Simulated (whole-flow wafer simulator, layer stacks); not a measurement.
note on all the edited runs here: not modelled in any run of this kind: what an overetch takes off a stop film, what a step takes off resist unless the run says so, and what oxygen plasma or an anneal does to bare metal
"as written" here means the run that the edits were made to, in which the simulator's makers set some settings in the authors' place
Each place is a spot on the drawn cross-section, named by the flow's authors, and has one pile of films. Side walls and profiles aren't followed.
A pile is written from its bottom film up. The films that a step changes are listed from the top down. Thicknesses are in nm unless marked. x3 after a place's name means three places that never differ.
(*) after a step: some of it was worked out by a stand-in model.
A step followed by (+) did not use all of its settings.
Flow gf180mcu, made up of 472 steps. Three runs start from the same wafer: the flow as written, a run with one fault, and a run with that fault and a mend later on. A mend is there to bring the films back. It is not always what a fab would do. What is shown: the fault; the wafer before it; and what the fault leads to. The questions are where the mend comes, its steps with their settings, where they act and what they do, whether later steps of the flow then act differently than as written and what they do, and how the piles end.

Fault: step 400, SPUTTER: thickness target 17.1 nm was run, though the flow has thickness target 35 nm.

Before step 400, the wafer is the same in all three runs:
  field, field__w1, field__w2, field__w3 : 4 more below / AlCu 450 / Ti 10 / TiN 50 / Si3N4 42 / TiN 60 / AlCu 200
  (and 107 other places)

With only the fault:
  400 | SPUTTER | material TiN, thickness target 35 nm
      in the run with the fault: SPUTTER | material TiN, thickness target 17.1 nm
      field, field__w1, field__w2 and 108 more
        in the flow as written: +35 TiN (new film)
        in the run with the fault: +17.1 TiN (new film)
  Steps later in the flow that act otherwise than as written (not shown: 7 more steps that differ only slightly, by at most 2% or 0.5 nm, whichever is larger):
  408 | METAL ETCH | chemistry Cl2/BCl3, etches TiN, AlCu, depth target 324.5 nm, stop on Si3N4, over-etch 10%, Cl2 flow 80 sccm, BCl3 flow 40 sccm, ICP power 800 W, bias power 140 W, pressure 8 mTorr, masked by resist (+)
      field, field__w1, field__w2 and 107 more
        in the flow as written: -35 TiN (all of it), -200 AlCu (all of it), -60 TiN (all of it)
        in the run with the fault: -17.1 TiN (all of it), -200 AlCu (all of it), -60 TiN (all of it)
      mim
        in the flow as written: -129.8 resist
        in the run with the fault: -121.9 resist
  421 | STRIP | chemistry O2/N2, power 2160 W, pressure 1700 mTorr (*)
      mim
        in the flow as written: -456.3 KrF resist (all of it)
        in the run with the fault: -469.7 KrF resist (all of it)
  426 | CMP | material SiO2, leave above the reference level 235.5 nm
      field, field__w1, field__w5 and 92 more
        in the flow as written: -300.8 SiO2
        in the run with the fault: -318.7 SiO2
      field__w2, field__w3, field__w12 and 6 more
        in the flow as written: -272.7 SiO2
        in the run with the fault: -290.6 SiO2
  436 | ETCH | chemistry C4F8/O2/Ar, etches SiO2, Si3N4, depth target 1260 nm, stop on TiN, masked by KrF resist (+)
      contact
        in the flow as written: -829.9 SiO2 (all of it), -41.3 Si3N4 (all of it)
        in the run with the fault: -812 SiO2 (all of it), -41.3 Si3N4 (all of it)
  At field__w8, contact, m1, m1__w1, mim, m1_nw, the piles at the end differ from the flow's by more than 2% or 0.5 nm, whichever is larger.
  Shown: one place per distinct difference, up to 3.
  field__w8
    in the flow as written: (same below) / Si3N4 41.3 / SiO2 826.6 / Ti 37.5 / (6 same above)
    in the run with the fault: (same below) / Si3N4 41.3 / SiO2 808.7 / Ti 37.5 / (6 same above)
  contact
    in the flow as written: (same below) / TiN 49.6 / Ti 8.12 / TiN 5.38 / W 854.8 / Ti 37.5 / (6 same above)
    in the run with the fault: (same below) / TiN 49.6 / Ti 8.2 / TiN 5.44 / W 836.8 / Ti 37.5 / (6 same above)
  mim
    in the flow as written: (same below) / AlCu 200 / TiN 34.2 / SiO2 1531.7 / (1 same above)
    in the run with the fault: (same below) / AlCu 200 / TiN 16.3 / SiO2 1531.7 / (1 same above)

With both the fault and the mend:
  The mend follows step 407.
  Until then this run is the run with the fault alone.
  407a | STRIP | chemistry O2/N2, power 2160 W, pressure 1700 mTorr (*)
      mim
        -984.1 resist (all of it)
  407b | SPUTTER | material TiN, thickness target 17.9 nm (the flow's step 400 again, with other settings)
      field, field__w1, field__w2 and 108 more
        +17.9 TiN
  407c | HMDS | 120 C, 60 s (the flow's step 402 again)
      alters no film at any place that is followed
  407d | COAT | resist, thickness 1000 nm (the flow's step 403 again)
      field, field__w1, field__w2 and 108 more
        +1000 resist (new film)
  407e | SOFTBAKE | resist (the flow's step 404 again)
      alters no film at any place that is followed
  407f | EXPOSE | photomask FuseTop (the flow's step 405 again)
      alters no film at any place that is followed
  407g | PEB | resist, 70.3 s (the flow's step 406 again)
      field, field__w1, field__w2 and 108 more
        -15.9 resist
  407h | DEVELOP | thickness 1000 nm, 60 s (the flow's step 407 again)
      field, field__w1, field__w2 and 107 more
        -984.1 resist (all of it)
  None of the later steps of the flow acts differently than as written at any place that is followed.
  By the end, the piles equal the flow's at every place that both follow.
